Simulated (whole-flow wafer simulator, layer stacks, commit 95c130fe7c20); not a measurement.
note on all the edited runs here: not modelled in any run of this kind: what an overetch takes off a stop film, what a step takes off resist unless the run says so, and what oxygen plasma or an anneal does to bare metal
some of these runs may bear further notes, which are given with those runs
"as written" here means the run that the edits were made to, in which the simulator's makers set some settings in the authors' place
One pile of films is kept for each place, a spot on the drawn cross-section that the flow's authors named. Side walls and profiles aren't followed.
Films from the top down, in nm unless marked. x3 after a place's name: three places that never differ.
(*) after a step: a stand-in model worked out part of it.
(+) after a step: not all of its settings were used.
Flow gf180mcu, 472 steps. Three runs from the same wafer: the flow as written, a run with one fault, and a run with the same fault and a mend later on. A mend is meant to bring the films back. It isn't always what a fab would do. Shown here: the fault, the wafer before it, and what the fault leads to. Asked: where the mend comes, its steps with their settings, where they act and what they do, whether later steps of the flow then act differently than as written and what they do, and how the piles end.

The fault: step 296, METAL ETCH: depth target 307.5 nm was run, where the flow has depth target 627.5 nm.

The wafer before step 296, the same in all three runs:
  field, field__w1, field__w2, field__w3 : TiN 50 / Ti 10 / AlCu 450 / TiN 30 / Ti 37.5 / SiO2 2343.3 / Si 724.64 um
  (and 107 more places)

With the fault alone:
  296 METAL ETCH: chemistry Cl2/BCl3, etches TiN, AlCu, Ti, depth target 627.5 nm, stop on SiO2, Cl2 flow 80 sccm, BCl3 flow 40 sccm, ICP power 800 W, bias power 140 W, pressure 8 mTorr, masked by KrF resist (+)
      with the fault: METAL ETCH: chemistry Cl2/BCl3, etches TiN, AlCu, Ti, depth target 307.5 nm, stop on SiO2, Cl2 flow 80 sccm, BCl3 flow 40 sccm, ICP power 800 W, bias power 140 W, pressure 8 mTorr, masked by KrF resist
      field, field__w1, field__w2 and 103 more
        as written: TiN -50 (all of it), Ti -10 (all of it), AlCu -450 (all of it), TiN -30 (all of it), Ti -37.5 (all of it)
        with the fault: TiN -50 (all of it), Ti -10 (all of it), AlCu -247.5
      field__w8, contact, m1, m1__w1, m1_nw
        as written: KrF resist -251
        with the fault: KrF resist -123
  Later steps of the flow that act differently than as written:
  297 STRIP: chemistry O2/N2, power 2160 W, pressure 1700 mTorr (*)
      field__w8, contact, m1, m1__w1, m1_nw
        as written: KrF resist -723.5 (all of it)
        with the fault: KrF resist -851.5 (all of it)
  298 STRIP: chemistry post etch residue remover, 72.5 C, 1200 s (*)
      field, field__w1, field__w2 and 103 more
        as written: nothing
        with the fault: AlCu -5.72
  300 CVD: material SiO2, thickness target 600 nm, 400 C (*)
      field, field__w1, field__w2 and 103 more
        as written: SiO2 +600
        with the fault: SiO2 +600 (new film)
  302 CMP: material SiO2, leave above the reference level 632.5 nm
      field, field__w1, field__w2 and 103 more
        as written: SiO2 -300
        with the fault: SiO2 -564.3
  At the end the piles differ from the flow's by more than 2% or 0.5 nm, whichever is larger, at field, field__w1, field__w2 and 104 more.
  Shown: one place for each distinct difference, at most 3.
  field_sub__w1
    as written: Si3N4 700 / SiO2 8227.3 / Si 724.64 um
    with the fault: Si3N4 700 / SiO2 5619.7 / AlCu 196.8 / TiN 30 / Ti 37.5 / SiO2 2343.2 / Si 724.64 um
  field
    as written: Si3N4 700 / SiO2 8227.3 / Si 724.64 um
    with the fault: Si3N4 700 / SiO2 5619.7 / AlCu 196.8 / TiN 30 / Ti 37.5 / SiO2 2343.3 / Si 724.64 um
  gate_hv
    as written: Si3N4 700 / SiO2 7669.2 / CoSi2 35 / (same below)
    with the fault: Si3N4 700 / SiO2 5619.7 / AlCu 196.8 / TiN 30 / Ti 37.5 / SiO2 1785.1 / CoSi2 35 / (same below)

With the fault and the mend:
  The mend comes after step 296.
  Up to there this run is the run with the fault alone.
  296a METAL ETCH: chemistry Cl2/BCl3, etches TiN, AlCu, Ti, depth target 320 nm, stop on SiO2, Cl2 flow 80 sccm, BCl3 flow 40 sccm, ICP power 800 W, bias power 140 W, pressure 8 mTorr, masked by KrF resist (+) (the flow's step 296 once more, with other settings)
      field, field__w1, field__w2 and 103 more
        AlCu -202.5 (all of it), TiN -30 (all of it), Ti -37.5 (all of it)
      field__w8, contact, m1, m1__w1, m1_nw
        KrF resist -128
  No later step of the flow acts differently than as written at any place that is followed.
  At the end the piles are the same as the flow's at every place that both follow.
